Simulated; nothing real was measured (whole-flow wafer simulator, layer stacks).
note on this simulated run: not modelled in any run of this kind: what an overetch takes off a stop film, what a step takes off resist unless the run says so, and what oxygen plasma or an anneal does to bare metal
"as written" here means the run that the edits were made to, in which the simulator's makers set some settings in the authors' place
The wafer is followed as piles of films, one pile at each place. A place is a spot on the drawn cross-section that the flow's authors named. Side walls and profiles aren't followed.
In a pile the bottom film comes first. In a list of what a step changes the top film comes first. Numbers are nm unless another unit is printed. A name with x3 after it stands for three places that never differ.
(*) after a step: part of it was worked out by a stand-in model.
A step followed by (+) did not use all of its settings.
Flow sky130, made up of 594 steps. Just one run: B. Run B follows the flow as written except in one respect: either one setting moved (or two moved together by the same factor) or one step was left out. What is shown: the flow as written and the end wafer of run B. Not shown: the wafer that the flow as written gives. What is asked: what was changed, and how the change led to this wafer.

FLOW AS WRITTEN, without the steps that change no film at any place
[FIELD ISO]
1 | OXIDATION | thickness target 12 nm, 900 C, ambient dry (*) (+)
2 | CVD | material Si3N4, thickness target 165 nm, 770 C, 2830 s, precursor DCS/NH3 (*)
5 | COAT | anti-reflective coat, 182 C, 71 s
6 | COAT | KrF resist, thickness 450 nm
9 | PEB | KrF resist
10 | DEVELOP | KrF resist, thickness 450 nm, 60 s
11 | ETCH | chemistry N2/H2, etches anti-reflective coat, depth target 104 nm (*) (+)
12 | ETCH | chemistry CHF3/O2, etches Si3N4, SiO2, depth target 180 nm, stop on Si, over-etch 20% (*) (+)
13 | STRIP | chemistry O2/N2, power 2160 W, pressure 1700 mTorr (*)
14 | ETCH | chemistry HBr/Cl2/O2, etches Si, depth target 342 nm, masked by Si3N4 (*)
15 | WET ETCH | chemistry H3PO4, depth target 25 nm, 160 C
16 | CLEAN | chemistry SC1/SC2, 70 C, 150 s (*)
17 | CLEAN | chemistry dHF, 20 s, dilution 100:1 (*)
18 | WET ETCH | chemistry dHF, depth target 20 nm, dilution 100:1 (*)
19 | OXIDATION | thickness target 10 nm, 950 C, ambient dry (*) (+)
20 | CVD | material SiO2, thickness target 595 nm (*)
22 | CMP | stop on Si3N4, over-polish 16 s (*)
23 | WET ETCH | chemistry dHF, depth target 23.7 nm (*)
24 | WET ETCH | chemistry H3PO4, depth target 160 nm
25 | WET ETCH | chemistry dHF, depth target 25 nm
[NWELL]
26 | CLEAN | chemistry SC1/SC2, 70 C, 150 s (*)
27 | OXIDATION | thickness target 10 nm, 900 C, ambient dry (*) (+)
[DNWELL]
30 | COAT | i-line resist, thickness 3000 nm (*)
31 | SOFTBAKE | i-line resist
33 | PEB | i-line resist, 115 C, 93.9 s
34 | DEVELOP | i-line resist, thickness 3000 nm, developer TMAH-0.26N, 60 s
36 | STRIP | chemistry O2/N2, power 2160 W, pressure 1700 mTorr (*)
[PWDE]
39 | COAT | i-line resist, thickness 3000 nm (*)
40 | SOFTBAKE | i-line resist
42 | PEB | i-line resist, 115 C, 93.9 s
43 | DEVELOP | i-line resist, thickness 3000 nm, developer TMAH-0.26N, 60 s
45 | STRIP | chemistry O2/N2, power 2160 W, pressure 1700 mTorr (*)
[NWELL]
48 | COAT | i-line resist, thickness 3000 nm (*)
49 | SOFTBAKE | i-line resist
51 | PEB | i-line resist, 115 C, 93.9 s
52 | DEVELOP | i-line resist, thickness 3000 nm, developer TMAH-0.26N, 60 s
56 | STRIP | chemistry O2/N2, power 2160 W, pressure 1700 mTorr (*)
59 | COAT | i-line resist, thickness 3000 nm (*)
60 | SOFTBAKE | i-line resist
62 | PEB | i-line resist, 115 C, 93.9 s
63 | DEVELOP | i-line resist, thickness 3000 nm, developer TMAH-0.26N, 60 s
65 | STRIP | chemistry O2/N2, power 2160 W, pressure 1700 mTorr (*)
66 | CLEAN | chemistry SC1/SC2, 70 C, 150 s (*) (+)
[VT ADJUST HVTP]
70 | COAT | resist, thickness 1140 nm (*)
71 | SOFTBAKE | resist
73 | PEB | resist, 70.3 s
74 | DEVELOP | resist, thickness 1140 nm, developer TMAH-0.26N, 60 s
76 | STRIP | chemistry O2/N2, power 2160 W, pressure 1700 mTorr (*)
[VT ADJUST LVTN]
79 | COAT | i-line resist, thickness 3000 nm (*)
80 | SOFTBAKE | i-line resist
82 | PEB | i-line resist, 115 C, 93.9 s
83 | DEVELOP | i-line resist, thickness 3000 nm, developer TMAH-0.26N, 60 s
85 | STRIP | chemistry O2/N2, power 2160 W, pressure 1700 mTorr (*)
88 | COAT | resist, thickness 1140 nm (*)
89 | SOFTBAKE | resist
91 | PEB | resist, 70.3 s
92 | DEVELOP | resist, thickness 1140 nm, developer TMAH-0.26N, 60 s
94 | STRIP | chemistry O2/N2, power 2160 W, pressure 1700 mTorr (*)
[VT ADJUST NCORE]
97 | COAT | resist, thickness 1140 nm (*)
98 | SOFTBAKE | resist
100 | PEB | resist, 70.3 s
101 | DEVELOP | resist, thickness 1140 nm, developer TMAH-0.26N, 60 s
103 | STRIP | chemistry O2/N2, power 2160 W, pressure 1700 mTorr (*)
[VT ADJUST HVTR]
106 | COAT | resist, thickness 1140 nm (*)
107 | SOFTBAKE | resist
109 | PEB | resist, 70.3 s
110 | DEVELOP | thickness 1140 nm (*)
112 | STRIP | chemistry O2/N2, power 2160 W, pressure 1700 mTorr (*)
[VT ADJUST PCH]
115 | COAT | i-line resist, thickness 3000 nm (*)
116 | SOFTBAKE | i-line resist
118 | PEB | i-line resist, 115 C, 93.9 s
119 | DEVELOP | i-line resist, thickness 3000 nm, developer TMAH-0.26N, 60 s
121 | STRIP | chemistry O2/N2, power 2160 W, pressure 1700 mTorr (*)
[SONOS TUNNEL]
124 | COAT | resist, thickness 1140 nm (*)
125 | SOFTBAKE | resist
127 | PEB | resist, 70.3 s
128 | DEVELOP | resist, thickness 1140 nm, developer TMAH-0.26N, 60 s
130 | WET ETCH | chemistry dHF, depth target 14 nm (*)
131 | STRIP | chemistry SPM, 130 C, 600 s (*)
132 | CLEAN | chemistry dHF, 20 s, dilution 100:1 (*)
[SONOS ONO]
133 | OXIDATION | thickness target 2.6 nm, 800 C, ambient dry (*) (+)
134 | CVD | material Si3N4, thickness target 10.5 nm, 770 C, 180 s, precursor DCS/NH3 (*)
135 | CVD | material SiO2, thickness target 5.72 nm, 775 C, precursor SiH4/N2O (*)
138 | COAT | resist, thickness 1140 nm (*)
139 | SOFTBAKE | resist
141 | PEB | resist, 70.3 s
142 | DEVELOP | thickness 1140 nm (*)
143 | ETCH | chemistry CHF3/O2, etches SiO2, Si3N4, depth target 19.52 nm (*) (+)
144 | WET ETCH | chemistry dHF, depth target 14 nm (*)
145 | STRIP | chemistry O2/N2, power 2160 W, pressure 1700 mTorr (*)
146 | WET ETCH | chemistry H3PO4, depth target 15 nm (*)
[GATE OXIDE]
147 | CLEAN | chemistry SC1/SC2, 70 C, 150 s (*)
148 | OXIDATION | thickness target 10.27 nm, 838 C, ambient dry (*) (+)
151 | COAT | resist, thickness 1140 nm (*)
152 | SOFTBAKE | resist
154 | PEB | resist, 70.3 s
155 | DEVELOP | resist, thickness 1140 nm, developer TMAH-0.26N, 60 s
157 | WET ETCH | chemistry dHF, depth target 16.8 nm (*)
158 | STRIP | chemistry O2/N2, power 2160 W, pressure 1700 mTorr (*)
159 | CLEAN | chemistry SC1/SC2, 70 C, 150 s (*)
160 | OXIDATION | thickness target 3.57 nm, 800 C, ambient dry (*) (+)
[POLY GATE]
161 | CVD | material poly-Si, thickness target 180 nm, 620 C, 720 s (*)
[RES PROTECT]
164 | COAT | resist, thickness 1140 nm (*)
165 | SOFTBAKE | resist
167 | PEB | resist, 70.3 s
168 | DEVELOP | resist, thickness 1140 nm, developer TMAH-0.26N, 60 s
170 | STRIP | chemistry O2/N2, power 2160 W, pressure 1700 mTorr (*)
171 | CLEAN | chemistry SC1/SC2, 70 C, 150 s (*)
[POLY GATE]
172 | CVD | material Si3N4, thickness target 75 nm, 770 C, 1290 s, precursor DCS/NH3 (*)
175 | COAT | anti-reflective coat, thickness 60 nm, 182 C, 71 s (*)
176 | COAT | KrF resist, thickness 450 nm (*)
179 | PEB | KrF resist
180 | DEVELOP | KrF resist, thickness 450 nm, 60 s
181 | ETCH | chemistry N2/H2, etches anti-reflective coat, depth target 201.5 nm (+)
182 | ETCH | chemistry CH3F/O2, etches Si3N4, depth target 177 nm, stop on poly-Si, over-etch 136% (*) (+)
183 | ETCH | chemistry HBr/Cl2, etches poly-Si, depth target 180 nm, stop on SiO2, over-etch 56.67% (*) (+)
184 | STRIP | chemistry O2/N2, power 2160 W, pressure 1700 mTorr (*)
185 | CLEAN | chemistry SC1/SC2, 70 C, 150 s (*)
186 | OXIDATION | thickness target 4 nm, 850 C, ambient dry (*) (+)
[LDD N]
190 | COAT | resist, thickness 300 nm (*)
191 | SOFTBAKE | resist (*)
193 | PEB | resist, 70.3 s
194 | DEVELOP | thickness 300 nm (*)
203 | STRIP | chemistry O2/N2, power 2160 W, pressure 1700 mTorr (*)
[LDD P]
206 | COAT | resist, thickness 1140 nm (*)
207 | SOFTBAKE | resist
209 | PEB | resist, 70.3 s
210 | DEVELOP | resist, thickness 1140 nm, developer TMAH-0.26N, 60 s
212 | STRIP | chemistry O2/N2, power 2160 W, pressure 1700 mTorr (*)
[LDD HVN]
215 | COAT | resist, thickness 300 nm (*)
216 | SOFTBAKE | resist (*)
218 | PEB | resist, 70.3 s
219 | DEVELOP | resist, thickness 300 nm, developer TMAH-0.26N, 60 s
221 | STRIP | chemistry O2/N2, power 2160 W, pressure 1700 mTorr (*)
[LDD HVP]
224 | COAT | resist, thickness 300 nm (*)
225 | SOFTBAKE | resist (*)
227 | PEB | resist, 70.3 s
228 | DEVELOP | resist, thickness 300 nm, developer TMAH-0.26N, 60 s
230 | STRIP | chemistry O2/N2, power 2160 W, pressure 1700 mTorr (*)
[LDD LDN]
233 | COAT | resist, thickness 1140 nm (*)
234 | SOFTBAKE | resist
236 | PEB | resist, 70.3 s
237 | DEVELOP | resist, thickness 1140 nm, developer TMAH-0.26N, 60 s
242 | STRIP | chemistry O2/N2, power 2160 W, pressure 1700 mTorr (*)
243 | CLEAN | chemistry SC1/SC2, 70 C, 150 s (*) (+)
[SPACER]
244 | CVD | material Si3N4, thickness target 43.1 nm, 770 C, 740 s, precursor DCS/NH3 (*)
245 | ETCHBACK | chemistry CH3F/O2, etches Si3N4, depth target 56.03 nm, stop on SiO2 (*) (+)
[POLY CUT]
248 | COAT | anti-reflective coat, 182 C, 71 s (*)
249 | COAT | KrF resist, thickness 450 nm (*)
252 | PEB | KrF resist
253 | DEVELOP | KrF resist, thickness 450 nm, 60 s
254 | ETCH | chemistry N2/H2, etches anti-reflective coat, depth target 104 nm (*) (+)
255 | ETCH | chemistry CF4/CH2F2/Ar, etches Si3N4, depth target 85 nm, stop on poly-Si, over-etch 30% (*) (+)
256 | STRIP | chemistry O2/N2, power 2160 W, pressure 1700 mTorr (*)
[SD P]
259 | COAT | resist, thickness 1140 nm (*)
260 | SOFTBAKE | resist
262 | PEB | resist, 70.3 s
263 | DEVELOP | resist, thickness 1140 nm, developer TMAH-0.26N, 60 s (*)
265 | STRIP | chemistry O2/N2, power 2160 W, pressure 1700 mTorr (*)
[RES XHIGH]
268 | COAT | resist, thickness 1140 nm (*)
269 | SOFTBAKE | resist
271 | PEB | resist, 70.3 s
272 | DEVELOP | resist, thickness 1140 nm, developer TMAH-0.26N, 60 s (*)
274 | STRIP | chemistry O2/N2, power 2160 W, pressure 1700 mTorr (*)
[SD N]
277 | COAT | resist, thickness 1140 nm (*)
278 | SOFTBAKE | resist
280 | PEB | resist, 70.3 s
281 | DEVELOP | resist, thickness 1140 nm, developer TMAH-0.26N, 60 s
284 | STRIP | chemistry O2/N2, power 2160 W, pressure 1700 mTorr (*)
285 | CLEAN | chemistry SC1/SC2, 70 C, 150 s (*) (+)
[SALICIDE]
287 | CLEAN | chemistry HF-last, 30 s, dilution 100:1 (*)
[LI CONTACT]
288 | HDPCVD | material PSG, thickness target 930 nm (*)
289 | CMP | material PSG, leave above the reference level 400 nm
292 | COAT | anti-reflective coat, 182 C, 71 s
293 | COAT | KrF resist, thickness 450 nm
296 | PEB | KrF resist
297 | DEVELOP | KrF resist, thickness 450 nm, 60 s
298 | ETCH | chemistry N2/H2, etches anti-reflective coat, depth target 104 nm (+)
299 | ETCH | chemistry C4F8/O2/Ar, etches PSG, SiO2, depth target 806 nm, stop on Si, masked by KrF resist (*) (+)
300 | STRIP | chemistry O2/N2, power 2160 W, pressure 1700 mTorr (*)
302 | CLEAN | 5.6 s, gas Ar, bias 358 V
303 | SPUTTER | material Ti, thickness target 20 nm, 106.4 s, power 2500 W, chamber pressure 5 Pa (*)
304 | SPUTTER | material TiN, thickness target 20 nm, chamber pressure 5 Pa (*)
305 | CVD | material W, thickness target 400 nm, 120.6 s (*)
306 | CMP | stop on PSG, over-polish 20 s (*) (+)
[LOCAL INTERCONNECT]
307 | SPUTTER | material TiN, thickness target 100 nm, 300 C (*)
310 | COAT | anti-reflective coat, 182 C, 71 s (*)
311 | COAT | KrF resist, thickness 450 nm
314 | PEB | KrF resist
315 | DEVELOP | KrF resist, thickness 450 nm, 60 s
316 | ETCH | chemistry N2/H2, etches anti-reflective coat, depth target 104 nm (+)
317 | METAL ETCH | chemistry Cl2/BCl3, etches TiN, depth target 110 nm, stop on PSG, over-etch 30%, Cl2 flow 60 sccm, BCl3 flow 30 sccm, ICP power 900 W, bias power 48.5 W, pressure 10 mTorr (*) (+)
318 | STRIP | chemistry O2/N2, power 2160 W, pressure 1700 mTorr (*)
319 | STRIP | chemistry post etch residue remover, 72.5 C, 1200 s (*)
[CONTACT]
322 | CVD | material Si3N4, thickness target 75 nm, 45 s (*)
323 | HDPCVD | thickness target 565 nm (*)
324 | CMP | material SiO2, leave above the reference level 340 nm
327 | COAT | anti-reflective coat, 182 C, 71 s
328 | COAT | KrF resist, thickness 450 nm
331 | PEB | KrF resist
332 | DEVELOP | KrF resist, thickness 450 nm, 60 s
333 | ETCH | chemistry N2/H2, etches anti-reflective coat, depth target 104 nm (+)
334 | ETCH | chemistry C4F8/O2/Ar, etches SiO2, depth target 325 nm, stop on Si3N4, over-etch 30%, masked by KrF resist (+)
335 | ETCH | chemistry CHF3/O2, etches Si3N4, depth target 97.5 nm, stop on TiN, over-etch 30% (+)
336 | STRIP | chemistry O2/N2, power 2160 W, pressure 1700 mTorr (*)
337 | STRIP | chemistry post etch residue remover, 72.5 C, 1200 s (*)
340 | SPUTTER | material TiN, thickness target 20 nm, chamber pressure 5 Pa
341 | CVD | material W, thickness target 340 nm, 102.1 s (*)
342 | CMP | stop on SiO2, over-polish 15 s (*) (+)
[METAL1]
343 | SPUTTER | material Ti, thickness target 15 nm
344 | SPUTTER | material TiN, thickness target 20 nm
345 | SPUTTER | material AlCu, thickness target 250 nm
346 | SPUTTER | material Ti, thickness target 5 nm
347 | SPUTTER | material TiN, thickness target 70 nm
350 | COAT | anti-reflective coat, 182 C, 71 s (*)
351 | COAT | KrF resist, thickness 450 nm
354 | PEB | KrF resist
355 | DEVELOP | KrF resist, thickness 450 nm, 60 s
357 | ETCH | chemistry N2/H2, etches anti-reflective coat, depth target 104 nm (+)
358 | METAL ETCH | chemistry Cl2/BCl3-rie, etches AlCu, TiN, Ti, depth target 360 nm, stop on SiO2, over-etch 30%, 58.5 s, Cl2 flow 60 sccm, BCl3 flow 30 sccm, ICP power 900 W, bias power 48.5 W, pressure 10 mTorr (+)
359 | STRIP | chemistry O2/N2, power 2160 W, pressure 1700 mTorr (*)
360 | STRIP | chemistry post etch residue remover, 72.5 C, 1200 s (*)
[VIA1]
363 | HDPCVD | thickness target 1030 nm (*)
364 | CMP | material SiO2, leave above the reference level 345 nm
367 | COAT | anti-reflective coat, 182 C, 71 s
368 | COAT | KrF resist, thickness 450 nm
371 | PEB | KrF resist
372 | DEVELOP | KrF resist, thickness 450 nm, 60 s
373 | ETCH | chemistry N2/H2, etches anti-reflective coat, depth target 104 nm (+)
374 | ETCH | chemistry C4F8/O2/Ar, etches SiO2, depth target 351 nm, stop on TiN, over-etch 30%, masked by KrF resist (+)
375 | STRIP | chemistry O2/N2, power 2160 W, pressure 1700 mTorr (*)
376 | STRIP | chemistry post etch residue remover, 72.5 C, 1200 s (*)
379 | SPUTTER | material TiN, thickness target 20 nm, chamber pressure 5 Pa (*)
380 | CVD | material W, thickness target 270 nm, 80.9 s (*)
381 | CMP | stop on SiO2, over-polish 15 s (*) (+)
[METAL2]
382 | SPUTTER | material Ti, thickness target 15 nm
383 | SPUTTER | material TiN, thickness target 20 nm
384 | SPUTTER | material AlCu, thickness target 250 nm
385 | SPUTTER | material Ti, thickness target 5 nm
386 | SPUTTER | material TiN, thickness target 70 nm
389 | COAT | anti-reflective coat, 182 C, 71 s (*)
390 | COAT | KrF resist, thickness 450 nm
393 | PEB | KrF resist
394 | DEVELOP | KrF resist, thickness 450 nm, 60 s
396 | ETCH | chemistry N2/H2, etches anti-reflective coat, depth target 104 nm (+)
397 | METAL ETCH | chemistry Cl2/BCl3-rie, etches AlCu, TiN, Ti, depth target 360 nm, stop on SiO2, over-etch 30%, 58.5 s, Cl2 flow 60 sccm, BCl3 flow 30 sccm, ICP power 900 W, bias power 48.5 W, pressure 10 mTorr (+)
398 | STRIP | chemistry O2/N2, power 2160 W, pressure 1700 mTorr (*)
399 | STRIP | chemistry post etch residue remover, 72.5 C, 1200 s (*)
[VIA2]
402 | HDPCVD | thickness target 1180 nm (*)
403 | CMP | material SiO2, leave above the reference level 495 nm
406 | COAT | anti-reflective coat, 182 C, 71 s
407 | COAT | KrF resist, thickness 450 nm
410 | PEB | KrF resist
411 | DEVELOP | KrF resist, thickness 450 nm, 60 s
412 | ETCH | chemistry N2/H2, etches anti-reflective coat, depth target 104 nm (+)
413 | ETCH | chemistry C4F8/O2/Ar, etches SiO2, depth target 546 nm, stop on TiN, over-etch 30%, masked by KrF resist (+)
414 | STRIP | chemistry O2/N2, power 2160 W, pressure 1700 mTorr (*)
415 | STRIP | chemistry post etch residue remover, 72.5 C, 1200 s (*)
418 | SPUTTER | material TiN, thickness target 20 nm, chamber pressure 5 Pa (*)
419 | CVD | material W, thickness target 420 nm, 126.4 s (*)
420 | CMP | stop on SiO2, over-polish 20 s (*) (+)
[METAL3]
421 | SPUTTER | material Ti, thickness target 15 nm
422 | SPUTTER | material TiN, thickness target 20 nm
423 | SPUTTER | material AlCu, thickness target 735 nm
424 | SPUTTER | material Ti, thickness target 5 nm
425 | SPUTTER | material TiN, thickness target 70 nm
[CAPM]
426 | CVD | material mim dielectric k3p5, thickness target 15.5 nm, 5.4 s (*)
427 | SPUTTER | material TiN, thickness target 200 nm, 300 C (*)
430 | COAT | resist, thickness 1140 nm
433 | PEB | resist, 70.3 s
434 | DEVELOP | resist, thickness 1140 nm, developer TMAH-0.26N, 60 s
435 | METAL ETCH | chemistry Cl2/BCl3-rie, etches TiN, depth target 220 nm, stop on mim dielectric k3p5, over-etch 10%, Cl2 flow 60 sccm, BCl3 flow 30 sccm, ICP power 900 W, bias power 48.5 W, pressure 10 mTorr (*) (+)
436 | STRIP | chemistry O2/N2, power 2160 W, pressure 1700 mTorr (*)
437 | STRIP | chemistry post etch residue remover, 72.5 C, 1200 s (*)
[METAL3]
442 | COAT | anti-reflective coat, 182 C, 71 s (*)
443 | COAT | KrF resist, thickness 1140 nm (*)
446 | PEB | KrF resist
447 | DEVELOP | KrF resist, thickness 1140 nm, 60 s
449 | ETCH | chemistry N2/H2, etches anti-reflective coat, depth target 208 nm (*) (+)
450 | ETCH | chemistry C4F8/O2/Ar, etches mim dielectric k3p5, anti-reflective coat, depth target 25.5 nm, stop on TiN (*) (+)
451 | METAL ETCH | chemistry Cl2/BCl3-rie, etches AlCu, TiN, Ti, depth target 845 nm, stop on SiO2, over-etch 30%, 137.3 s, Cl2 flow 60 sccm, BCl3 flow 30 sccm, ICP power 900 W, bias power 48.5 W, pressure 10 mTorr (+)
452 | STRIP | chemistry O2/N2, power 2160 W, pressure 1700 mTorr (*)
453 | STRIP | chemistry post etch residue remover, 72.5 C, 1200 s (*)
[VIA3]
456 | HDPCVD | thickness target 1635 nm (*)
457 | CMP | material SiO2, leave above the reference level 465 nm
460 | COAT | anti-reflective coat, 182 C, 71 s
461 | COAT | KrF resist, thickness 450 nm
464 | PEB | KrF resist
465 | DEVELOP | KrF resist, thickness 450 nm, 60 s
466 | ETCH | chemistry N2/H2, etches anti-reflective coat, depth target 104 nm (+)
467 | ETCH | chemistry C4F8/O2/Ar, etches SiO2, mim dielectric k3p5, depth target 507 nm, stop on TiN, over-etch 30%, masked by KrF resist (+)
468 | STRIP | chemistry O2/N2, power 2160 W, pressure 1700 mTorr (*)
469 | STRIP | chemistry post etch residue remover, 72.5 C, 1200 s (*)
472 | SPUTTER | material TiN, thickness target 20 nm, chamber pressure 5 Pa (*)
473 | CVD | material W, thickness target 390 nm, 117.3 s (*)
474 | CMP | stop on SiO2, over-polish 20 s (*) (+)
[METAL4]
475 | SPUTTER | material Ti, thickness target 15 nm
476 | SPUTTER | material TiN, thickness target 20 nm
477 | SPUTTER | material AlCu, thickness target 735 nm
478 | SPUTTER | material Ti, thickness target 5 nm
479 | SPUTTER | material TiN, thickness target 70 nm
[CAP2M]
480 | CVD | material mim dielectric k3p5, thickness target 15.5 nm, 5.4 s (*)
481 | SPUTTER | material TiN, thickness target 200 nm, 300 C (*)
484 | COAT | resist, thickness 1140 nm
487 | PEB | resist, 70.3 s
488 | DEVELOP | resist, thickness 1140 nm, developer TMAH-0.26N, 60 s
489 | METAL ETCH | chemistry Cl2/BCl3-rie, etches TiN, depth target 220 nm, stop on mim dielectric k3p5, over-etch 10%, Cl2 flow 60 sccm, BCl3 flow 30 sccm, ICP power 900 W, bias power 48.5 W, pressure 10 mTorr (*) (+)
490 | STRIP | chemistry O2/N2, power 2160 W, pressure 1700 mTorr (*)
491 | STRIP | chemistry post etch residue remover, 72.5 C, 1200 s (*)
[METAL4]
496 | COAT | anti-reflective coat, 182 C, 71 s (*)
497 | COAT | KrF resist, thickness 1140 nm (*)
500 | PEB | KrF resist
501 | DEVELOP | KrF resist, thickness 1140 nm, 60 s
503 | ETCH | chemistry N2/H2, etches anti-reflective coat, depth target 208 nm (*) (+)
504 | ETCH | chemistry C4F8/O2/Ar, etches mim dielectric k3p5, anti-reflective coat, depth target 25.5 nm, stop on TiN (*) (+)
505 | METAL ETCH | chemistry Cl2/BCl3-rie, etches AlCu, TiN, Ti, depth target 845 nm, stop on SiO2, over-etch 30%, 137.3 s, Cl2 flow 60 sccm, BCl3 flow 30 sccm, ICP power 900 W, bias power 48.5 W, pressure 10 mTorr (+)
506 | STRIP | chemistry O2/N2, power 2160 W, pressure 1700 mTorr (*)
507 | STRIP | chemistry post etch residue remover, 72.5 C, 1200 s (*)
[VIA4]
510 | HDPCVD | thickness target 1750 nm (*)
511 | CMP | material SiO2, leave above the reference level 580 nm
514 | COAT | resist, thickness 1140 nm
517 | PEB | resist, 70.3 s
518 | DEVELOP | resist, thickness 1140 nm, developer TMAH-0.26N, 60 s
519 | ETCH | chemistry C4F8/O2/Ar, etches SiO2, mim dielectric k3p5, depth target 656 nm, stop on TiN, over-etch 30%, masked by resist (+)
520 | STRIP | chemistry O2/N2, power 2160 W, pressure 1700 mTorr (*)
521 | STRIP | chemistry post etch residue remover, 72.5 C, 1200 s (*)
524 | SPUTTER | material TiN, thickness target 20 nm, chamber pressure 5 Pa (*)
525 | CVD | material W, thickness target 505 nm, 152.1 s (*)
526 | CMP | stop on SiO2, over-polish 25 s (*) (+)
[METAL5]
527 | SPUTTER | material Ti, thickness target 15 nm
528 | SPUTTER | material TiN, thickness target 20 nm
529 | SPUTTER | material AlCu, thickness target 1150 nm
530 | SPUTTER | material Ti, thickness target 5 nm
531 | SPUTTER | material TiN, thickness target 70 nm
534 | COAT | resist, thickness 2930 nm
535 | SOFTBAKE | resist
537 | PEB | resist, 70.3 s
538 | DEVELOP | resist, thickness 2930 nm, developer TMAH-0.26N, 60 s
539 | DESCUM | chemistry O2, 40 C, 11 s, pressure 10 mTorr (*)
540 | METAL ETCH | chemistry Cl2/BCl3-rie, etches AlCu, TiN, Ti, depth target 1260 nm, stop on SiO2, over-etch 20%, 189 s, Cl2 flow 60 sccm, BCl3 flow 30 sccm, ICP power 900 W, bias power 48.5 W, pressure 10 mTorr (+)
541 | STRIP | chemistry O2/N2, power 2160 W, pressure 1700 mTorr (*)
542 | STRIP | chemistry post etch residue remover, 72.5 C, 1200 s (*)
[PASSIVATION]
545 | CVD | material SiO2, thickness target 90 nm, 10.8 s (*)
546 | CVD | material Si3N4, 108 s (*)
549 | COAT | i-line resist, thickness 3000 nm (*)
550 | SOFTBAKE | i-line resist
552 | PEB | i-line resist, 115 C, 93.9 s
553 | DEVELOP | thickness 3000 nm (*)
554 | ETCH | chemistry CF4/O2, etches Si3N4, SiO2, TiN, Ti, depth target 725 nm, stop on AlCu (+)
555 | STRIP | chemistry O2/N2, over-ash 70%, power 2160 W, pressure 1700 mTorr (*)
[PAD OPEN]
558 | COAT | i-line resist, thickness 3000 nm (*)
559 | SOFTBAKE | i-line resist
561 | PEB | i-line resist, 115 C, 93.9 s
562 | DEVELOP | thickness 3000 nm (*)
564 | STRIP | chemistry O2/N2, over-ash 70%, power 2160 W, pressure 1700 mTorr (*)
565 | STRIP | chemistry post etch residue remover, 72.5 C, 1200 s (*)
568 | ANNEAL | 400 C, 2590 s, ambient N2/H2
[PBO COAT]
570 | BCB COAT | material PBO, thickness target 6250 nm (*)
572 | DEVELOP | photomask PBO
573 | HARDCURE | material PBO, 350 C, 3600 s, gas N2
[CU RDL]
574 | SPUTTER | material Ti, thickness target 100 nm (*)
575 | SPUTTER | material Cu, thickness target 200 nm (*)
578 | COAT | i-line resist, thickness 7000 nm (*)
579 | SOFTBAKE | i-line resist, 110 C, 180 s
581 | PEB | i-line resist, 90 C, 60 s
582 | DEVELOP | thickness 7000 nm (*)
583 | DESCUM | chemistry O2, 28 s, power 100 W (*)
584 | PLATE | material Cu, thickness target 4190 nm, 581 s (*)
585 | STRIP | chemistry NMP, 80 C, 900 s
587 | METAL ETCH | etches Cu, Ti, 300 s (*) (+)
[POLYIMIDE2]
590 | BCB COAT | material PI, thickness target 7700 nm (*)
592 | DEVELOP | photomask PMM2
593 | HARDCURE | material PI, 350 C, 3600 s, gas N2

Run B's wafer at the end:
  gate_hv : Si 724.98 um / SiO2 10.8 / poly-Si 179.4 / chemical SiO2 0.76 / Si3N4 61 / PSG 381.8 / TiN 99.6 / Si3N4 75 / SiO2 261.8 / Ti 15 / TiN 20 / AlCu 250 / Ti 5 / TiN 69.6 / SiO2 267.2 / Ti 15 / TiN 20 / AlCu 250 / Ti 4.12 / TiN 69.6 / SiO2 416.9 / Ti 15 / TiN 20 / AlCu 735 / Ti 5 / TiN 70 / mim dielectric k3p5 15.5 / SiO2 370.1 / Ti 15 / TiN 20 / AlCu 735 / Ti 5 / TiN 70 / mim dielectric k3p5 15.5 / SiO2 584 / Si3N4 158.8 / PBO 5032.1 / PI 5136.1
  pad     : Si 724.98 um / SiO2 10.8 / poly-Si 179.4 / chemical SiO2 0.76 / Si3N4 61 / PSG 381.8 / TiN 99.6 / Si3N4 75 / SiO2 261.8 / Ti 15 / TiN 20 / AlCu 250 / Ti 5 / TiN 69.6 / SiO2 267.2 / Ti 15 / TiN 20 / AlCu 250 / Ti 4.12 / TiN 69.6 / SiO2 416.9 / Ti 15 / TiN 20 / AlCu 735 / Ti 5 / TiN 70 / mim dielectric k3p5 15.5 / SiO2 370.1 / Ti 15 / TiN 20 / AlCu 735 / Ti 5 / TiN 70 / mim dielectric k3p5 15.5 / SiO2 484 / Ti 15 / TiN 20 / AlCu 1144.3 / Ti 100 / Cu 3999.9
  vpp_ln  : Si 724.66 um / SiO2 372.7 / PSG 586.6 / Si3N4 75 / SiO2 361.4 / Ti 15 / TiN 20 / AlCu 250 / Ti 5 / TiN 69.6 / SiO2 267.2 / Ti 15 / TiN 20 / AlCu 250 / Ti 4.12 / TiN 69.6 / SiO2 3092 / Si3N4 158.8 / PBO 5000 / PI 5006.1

What caused this: step 385, SPUTTER: thickness target 4.12 nm was run, while the flow as written has thickness target 5 nm.
The wafer itself shows it: gate_hv has Ti 4.12, and step 385 as written asks for 5 nm.

The path from the change to this, step by step:
  385 | SPUTTER | material Ti, thickness target 5 nm
      field, active, n_well and 188 more: Ti gains 4.12 (new film) (as written it would have been: Ti gains 5 (new film))
  397 | METAL ETCH | chemistry Cl2/BCl3-rie, etches AlCu, TiN, Ti, depth target 360 nm, stop on SiO2, over-etch 30%, 58.5 s, Cl2 flow 60 sccm, BCl3 flow 30 sccm, ICP power 900 W, bias power 48.5 W, pressure 10 mTorr (+)
      field, active, gate and 82 more: TiN loses 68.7 (all of it), Ti loses 4.12 (all of it), AlCu loses 250 (all of it), TiN loses 20 (all of it), Ti loses 15 (all of it), SiO2 loses 11 (as written it would have been: TiN loses 68.7 (all of it), Ti loses 5 (all of it), AlCu loses 250 (all of it), TiN loses 20 (all of it), Ti loses 15 (all of it), SiO2 loses 10.9)
